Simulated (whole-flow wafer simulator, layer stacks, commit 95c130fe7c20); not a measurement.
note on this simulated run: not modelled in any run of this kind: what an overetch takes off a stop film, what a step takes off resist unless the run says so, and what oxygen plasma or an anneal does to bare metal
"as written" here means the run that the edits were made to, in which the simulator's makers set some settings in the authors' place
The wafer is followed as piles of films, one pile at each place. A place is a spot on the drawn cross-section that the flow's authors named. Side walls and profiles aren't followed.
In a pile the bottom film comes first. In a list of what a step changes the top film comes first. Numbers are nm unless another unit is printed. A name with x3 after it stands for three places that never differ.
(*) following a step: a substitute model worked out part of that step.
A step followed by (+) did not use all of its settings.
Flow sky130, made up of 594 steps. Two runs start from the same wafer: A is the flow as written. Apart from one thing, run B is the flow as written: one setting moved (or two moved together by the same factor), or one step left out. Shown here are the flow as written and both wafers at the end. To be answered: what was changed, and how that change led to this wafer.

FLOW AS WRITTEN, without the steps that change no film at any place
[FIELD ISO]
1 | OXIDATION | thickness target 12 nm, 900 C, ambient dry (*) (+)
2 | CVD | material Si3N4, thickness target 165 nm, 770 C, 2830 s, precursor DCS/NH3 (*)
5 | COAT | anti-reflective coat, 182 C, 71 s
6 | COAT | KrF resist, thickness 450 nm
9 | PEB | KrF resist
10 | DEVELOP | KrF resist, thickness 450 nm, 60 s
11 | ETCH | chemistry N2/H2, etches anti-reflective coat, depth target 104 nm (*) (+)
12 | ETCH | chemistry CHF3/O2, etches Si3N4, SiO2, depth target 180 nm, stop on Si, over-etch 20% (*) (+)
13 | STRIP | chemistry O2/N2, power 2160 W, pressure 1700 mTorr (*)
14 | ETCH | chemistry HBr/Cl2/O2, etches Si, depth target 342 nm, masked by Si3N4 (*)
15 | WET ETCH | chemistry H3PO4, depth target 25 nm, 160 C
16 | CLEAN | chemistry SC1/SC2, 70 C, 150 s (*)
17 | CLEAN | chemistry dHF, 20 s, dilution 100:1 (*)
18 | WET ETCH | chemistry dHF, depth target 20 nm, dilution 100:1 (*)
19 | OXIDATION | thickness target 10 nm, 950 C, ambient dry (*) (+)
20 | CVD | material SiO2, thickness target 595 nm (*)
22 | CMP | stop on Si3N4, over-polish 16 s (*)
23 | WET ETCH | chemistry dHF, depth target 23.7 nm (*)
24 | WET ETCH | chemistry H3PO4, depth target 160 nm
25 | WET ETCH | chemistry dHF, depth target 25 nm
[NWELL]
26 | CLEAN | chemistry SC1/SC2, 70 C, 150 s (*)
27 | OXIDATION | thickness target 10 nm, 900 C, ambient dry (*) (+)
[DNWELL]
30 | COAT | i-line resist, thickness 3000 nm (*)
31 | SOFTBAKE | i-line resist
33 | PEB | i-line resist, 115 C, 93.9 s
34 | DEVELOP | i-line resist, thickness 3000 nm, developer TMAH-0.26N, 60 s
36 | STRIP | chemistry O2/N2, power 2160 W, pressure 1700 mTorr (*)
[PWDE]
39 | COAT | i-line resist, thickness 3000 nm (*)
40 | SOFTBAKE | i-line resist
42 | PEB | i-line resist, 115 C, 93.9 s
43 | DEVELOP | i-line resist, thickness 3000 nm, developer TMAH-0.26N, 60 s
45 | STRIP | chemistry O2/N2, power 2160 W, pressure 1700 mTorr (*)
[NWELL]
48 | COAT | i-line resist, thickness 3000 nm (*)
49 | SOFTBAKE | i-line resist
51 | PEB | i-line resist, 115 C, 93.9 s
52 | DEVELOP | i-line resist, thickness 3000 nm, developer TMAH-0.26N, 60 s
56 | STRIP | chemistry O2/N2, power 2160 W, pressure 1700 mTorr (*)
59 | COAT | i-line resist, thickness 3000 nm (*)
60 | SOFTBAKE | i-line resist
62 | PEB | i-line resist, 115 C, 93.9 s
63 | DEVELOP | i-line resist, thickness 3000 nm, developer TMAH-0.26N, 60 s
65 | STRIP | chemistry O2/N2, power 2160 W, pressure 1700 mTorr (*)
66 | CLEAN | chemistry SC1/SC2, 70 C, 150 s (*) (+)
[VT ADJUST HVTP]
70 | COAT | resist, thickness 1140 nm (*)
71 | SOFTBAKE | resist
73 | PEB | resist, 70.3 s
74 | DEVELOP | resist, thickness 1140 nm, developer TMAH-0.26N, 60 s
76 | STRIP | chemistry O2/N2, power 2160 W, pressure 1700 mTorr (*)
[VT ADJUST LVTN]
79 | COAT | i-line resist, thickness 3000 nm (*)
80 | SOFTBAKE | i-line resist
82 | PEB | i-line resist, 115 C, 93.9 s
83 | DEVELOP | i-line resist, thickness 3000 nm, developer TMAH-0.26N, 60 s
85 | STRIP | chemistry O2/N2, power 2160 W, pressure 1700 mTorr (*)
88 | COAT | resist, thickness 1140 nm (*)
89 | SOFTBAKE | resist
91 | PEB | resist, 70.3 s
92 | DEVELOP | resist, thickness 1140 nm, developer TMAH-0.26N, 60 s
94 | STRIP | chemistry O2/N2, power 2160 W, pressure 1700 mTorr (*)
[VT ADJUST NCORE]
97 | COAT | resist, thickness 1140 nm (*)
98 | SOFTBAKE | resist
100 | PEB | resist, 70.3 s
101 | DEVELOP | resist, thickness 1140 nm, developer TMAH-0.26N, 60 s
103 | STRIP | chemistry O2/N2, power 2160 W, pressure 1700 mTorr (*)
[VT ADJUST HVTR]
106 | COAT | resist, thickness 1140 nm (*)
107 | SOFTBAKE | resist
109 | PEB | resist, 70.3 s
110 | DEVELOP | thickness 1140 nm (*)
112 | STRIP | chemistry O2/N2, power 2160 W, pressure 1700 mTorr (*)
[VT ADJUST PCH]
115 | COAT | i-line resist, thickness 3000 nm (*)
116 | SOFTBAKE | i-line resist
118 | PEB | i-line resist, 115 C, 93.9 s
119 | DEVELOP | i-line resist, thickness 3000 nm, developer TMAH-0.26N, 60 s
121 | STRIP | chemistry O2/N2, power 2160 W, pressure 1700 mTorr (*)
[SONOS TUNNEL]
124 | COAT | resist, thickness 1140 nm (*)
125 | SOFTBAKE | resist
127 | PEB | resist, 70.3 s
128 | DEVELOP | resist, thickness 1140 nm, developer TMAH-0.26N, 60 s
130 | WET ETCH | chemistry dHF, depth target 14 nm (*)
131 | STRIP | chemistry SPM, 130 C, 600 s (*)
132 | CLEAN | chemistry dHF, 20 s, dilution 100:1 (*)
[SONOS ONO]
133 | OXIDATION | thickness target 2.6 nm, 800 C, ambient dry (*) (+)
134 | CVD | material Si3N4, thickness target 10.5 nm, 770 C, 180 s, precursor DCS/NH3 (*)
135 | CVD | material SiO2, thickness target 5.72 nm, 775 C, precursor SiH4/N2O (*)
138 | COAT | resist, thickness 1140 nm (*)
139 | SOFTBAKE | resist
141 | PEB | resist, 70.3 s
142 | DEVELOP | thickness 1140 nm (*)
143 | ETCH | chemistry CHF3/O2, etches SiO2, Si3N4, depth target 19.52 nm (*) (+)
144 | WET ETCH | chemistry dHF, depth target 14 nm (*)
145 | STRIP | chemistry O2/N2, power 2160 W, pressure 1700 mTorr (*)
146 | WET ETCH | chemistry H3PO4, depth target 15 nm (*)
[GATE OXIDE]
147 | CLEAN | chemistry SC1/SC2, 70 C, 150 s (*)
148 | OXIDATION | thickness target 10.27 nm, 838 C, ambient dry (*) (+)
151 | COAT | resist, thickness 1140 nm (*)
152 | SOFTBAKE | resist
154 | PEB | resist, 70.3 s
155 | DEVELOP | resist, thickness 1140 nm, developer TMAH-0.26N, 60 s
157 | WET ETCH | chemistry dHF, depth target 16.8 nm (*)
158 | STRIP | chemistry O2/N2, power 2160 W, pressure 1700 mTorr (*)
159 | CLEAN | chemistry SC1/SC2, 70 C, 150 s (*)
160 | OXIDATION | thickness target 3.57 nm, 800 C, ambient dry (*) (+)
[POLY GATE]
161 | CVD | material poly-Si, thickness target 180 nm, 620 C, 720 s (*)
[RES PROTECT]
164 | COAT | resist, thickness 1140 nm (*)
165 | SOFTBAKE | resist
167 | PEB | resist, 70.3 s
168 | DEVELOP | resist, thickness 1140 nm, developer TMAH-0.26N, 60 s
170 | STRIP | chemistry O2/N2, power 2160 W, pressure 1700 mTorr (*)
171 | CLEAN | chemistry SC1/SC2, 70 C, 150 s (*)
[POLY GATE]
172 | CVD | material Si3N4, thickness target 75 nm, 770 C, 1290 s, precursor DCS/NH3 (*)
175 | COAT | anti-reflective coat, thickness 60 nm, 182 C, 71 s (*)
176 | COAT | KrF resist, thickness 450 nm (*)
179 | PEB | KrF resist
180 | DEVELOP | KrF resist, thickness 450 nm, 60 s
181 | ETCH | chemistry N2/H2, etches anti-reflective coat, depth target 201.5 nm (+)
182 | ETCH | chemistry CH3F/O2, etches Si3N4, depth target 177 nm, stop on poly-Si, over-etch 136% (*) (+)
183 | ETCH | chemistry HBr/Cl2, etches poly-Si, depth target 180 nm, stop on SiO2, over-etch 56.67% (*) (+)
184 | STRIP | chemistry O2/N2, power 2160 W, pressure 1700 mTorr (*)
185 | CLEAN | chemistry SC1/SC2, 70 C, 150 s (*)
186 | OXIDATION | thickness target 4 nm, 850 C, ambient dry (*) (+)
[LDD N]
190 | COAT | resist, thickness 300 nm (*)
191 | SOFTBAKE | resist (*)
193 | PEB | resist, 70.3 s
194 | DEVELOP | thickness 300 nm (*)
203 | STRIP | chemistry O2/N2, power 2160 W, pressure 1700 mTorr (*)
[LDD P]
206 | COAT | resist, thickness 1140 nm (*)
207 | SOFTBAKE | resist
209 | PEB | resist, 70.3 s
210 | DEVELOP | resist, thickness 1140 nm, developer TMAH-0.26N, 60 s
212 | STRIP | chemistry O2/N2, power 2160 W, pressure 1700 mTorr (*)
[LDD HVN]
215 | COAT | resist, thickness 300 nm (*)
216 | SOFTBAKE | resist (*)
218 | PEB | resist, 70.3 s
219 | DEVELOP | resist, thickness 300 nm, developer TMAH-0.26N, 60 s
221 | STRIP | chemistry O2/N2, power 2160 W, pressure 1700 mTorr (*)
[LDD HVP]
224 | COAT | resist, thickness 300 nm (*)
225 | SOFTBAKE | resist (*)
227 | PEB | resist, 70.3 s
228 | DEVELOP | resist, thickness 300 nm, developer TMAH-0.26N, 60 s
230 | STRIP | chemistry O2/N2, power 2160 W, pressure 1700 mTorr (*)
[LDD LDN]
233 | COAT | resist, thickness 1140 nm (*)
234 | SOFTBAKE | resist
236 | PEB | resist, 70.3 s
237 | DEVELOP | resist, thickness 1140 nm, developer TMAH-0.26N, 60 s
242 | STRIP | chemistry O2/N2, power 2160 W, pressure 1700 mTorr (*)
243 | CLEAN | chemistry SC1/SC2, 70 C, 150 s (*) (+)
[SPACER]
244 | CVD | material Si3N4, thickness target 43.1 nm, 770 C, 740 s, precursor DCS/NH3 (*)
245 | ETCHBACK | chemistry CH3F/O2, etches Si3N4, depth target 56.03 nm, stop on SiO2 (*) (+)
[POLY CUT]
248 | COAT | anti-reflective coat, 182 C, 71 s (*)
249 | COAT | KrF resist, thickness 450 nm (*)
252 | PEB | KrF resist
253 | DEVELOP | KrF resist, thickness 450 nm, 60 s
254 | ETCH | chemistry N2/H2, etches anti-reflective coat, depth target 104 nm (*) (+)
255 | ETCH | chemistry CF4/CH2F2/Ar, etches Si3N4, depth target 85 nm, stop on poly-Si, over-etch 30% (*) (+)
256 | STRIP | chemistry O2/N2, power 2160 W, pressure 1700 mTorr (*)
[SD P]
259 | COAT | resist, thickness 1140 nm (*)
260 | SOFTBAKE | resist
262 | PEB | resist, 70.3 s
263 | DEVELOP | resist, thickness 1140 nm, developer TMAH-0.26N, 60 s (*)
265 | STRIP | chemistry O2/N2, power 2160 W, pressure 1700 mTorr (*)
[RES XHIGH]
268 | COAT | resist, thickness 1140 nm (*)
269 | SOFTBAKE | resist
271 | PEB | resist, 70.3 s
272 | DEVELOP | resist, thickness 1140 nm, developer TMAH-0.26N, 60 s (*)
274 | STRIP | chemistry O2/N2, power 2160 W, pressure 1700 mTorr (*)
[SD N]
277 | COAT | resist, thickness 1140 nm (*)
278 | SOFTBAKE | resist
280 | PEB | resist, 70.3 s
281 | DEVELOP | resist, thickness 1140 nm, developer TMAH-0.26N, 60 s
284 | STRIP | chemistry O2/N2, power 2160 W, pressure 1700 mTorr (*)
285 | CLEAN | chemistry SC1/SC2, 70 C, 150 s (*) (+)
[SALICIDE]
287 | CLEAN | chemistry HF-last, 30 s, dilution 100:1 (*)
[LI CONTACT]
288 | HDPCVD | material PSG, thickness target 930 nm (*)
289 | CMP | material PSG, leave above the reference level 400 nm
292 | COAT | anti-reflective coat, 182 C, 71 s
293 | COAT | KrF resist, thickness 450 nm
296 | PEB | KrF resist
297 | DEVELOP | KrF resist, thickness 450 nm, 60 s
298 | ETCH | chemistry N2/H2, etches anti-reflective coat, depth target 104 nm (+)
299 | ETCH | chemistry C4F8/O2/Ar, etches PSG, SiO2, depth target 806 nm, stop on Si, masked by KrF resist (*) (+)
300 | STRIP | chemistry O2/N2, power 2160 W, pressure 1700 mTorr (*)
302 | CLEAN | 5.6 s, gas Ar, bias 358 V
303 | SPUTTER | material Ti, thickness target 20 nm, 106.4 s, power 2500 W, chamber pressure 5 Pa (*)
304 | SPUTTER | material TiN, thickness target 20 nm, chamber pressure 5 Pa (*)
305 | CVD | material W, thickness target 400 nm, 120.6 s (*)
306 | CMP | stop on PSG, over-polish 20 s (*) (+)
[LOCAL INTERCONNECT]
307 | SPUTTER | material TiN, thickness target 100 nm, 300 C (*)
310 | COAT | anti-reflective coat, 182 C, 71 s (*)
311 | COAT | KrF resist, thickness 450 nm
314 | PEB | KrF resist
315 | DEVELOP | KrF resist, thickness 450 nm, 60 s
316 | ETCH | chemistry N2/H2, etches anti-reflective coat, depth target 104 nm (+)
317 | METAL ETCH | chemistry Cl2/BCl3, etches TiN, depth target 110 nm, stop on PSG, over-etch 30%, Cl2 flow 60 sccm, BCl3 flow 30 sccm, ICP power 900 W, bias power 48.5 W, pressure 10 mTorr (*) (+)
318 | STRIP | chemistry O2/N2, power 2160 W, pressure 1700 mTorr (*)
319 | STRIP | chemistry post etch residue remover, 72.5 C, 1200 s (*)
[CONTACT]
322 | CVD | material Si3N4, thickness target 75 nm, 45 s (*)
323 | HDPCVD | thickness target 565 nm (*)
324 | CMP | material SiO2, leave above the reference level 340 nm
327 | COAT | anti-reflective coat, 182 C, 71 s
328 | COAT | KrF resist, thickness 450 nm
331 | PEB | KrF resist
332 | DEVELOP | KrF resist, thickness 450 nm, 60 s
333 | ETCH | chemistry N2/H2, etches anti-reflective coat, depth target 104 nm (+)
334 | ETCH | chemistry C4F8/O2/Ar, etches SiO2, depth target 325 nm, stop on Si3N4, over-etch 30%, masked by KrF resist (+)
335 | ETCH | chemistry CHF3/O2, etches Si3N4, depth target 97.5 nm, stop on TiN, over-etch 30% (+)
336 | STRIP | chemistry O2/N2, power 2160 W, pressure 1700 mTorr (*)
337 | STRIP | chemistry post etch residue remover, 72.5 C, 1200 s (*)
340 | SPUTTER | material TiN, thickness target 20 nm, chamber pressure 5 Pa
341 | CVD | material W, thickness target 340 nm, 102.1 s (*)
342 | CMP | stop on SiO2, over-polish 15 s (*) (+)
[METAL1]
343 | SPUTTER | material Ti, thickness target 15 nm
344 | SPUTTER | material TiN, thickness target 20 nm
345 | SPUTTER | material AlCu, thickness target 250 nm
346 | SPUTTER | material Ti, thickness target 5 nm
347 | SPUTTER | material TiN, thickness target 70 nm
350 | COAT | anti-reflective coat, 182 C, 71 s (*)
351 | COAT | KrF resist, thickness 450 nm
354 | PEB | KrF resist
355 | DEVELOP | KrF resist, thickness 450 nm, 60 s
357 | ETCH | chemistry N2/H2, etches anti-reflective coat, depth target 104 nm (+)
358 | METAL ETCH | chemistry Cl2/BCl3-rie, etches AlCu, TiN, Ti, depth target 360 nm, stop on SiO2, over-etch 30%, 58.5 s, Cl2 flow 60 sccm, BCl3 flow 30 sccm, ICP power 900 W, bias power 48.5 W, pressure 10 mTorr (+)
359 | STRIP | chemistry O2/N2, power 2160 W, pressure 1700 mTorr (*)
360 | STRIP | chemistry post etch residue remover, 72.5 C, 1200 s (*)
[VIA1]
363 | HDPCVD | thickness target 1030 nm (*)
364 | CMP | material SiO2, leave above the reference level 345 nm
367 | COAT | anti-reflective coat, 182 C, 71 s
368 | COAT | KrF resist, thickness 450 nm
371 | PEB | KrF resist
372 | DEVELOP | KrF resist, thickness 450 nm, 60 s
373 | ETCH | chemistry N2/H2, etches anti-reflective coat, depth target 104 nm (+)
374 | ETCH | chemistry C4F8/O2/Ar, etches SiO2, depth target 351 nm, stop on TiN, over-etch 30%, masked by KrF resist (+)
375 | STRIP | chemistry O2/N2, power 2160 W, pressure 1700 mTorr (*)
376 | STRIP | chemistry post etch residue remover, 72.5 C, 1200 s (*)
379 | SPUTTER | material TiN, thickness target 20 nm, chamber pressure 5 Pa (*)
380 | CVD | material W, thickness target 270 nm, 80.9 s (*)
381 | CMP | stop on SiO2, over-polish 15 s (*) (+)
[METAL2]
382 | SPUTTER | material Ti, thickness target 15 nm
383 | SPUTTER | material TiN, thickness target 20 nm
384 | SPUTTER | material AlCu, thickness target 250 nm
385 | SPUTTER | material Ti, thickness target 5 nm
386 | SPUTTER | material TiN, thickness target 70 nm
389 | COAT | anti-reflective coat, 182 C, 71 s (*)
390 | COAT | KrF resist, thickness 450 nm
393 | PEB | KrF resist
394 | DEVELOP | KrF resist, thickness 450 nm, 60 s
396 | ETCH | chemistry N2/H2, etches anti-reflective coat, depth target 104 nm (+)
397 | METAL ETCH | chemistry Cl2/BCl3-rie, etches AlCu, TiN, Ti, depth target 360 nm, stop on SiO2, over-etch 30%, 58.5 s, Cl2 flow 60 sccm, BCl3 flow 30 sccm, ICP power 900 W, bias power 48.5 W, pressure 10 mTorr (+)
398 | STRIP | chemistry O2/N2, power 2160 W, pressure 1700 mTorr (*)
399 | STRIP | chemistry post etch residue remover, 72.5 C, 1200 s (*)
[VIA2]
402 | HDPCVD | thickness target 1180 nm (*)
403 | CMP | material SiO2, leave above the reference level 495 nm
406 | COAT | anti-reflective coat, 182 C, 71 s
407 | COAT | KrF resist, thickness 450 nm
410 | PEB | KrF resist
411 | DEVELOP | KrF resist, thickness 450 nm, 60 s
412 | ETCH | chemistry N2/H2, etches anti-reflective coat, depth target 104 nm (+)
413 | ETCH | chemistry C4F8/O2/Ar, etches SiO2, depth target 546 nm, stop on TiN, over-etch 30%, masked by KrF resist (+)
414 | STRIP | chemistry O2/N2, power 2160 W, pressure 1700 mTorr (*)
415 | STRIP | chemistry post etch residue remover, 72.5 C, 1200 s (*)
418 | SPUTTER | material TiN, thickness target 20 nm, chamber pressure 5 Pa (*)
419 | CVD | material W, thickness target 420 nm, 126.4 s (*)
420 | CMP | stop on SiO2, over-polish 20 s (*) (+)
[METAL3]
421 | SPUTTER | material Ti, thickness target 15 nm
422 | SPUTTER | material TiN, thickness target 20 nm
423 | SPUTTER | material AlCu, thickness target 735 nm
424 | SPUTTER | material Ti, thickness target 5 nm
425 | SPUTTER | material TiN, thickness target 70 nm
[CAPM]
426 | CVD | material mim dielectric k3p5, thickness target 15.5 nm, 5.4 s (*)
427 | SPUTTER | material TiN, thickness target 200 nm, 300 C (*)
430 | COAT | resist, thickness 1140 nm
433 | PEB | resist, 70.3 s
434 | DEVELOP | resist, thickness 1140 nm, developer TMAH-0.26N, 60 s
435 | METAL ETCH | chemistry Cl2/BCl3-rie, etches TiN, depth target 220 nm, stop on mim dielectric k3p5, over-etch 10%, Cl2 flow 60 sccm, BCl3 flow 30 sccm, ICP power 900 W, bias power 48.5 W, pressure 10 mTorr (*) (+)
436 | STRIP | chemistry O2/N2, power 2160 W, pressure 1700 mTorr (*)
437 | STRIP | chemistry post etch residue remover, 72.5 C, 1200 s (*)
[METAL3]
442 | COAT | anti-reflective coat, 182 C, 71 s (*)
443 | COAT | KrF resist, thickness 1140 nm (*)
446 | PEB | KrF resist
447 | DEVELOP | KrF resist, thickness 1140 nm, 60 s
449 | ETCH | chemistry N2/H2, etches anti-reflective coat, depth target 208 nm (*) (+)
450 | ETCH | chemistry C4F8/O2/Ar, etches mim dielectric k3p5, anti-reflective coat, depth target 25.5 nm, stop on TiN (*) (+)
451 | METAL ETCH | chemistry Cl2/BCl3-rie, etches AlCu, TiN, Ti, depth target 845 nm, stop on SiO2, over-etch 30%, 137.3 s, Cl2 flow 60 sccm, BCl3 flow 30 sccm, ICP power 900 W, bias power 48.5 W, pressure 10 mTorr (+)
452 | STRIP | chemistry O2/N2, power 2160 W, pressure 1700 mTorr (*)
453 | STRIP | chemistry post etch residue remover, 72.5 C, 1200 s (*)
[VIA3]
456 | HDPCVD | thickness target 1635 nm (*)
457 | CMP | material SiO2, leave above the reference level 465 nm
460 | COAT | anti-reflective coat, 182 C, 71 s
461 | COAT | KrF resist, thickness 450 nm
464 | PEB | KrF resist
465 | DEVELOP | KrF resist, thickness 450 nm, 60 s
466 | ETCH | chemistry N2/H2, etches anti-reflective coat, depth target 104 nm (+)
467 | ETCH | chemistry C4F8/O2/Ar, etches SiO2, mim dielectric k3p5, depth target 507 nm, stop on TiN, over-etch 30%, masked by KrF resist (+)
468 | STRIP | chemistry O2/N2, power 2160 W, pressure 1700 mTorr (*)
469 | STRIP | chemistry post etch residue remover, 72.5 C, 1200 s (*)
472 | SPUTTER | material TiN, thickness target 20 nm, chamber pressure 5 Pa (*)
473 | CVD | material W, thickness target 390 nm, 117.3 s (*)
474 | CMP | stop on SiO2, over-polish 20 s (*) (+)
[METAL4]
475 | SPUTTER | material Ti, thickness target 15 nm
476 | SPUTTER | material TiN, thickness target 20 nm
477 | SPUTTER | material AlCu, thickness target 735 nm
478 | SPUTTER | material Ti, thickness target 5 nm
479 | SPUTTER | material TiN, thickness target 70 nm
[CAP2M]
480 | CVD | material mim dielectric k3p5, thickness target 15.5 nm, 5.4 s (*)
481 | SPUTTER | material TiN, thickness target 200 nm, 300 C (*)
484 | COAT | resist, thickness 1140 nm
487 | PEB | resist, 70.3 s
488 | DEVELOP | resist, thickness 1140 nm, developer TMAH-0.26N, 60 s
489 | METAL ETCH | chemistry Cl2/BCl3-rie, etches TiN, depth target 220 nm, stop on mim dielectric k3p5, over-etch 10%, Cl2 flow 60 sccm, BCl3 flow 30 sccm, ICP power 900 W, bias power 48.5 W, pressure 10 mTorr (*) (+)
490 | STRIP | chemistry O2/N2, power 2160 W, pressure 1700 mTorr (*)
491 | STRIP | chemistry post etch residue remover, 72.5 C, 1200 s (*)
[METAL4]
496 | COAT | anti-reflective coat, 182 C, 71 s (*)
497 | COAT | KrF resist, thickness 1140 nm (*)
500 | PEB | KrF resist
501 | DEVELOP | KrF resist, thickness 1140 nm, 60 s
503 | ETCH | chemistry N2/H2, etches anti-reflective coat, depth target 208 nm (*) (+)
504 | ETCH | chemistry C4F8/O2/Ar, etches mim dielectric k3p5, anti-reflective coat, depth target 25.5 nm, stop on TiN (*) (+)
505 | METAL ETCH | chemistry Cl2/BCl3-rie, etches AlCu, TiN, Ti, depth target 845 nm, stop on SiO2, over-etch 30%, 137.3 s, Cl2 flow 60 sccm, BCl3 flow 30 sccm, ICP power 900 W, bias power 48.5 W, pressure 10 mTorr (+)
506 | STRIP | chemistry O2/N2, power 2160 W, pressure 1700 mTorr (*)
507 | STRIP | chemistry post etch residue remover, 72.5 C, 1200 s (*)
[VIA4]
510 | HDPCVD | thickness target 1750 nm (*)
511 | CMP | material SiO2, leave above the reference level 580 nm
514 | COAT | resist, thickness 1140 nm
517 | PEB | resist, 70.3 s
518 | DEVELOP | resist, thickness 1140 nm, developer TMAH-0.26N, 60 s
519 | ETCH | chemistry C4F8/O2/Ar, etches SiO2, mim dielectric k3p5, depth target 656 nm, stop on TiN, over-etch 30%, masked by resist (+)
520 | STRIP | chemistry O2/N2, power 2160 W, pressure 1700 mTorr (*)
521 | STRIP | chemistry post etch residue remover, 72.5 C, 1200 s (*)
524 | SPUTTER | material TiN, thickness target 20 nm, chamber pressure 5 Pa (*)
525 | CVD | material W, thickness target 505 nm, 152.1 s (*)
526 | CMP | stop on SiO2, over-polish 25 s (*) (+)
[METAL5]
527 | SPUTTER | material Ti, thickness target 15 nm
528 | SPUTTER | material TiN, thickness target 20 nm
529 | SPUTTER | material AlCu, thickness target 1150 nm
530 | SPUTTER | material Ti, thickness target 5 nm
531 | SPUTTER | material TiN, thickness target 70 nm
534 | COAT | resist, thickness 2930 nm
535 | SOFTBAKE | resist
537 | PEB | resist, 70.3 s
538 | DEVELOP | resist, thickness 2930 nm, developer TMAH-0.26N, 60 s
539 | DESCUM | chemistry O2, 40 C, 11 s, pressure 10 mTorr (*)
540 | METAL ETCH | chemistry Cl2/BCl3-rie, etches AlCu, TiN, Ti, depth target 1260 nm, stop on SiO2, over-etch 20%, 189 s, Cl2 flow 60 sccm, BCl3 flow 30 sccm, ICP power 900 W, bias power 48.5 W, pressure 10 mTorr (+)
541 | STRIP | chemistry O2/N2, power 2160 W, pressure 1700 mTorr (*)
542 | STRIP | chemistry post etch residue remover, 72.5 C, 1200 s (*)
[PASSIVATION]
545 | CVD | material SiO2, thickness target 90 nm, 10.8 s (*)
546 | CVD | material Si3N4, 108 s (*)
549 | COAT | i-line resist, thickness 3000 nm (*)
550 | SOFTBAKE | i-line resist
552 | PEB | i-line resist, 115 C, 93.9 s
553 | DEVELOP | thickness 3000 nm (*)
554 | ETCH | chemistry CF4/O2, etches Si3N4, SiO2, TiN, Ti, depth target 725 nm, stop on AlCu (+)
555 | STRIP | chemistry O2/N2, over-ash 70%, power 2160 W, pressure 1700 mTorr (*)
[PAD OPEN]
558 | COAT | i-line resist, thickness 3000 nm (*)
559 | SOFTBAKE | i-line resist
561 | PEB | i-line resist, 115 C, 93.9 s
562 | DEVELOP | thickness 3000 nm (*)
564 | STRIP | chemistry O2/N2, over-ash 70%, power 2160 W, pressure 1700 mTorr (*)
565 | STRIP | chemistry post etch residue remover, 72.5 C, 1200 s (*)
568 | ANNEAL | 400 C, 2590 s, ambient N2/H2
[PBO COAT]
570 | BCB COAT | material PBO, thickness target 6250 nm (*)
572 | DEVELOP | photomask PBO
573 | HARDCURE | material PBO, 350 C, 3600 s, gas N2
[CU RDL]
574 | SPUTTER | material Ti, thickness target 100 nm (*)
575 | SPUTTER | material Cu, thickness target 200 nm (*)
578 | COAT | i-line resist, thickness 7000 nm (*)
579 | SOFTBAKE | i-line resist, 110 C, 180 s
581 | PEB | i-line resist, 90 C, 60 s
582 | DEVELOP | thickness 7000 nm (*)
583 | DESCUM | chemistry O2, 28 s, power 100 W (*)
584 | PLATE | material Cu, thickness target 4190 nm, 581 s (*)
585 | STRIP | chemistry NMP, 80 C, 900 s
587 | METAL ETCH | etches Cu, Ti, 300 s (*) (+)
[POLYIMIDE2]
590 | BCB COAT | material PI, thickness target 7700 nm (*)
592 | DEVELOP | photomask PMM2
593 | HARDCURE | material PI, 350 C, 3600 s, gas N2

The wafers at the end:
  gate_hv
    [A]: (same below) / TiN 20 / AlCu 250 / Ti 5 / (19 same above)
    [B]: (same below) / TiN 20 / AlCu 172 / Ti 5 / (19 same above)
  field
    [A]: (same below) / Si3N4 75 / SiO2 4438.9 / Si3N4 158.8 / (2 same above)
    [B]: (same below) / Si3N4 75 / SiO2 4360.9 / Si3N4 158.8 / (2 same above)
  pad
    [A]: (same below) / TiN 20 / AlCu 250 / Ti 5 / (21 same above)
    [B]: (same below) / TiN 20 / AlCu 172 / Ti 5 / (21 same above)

Cause: step 384, SPUTTER: thickness target 172 nm was run, whereas the flow has thickness target 250 nm.
The wafer lets one read it off: gate_hv has AlCu 172, and step 384 as written asks for 250 nm.

Step by step, how the change led to this:
  384 | SPUTTER | material AlCu, thickness target 250 nm
      field, active, n_well and 188 more: A +250 AlCu (new film) | B +172 AlCu (new film)
  397 | METAL ETCH | chemistry Cl2/BCl3-rie, etches AlCu, TiN, Ti, depth target 360 nm, stop on SiO2, over-etch 30%, 58.5 s, Cl2 flow 60 sccm, BCl3 flow 30 sccm, ICP power 900 W, bias power 48.5 W, pressure 10 mTorr (+)
      field, active, gate and 82 more: A -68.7 TiN (all of it), -5 Ti (all of it), -250 AlCu (all of it), -20 TiN (all of it), -15 Ti (all of it), -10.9 SiO2 | B -68.7 TiN (all of it), -5 Ti (all of it), -172 AlCu (all of it), -20 TiN (all of it), -15 Ti (all of it), -18.7 SiO2
  403 | CMP | material SiO2, leave above the reference level 495 nm
      field, active, gate and 82 more: A -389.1 SiO2 | B -459.3 SiO2
